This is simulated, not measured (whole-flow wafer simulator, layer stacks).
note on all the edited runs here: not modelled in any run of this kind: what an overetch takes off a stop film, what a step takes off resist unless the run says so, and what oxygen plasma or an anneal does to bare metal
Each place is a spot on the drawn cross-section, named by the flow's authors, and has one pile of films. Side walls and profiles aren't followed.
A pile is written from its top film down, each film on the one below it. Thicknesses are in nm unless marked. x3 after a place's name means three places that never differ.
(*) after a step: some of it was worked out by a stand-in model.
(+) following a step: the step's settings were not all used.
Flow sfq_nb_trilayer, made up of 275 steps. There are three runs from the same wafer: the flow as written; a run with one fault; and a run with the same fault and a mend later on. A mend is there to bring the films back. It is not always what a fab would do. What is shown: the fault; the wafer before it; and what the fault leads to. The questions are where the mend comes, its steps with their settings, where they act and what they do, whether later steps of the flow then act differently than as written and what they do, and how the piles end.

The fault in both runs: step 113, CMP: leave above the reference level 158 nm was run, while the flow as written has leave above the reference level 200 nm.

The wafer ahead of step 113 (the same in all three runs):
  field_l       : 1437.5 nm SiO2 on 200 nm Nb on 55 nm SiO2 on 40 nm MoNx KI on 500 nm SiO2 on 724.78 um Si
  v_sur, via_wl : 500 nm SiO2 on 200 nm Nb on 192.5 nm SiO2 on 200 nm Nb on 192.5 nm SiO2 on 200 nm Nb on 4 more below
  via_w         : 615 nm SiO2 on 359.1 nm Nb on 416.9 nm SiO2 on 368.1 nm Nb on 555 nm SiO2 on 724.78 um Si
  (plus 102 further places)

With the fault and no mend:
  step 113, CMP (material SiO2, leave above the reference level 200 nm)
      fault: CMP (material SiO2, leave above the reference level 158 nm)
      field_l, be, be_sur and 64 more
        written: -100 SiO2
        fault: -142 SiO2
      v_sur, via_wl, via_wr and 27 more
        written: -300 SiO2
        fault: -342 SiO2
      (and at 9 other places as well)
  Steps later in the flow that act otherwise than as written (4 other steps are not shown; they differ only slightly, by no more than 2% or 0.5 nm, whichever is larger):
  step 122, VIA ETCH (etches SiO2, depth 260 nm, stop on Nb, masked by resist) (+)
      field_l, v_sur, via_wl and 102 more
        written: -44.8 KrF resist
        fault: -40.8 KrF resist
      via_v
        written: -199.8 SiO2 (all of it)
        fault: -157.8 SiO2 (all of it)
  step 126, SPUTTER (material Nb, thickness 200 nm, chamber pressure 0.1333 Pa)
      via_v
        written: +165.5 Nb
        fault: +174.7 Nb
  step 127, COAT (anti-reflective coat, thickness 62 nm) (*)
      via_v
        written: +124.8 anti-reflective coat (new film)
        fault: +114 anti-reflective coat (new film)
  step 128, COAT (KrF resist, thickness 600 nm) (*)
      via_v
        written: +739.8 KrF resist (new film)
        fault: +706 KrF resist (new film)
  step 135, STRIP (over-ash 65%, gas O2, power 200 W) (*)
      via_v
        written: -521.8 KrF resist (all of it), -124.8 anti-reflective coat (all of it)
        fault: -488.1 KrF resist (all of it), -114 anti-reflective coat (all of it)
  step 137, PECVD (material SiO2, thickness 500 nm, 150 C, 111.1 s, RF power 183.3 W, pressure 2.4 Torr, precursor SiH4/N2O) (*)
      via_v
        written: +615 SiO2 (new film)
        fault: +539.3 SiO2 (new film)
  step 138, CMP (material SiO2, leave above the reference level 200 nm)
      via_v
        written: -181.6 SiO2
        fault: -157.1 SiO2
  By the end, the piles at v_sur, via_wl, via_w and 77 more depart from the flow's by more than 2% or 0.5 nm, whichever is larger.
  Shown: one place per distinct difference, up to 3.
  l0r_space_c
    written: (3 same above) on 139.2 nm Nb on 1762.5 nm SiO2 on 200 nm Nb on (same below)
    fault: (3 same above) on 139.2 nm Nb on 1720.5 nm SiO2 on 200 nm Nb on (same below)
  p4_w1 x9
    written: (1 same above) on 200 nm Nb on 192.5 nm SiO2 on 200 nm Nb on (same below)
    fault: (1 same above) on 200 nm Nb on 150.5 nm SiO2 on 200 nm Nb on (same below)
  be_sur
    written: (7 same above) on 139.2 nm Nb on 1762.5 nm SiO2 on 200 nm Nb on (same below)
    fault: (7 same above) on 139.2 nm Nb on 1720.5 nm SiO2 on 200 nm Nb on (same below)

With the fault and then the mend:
  After step 120 comes the mend.
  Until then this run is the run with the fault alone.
  step 120a, STRIP (over-ash 65%, gas O2, power 200 W) (*)
      field_l, v_sur, via_wl and 102 more
        -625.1 KrF resist (all of it), -62 anti-reflective coat (all of it)
      via_v
        -62 anti-reflective coat (all of it)
  step 120b, PECVD (material SiO2, thickness 42 nm, 150 C, 9.333 s, RF power 183.3 W, pressure 2.4 Torr, precursor SiH4/N2O) (the flow's step 112, run once more with other settings)
      field_l, v_sur, via_wl and 103 more
        +42 SiO2
  step 120c, COAT (anti-reflective coat, thickness 62 nm) (the flow's step 115, run once more)
      field_l, v_sur, via_wl and 103 more
        +62 anti-reflective coat (new film)
  step 120d, COAT (KrF resist, thickness 650 nm) (the flow's step 116, run once more)
      field_l, v_sur, via_wl and 103 more
        +650 KrF resist (new film)
  step 120e, SOFTBAKE (KrF resist) (the flow's step 117, run once more)
      leaves every film unchanged at each place that is followed
  step 120f, EXPOSE (photomask I3, dose 11.91 mJ/cm2, NA 0.6, wavelength 248 nm) (*) (the flow's step 118, run once more)
      leaves every film unchanged at each place that is followed
  step 120g, PEB (KrF resist, 90 s) (the flow's step 119, run once more)
      field_l, v_sur, via_wl and 103 more
        -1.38 KrF resist
  step 120h, DEVELOP (KrF resist, thickness 650 nm, 60 s) (the flow's step 120, run once more)
      field_l, v_sur, via_wl and 102 more
        -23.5 KrF resist
      via_v
        -648.6 KrF resist (all of it)
  Later steps of the flow that are run all act as written at every place that is followed, up to a difference of at most 2% or 0.5 nm, whichever is larger.
  The piles end the same as the flow's at every place that both follow.
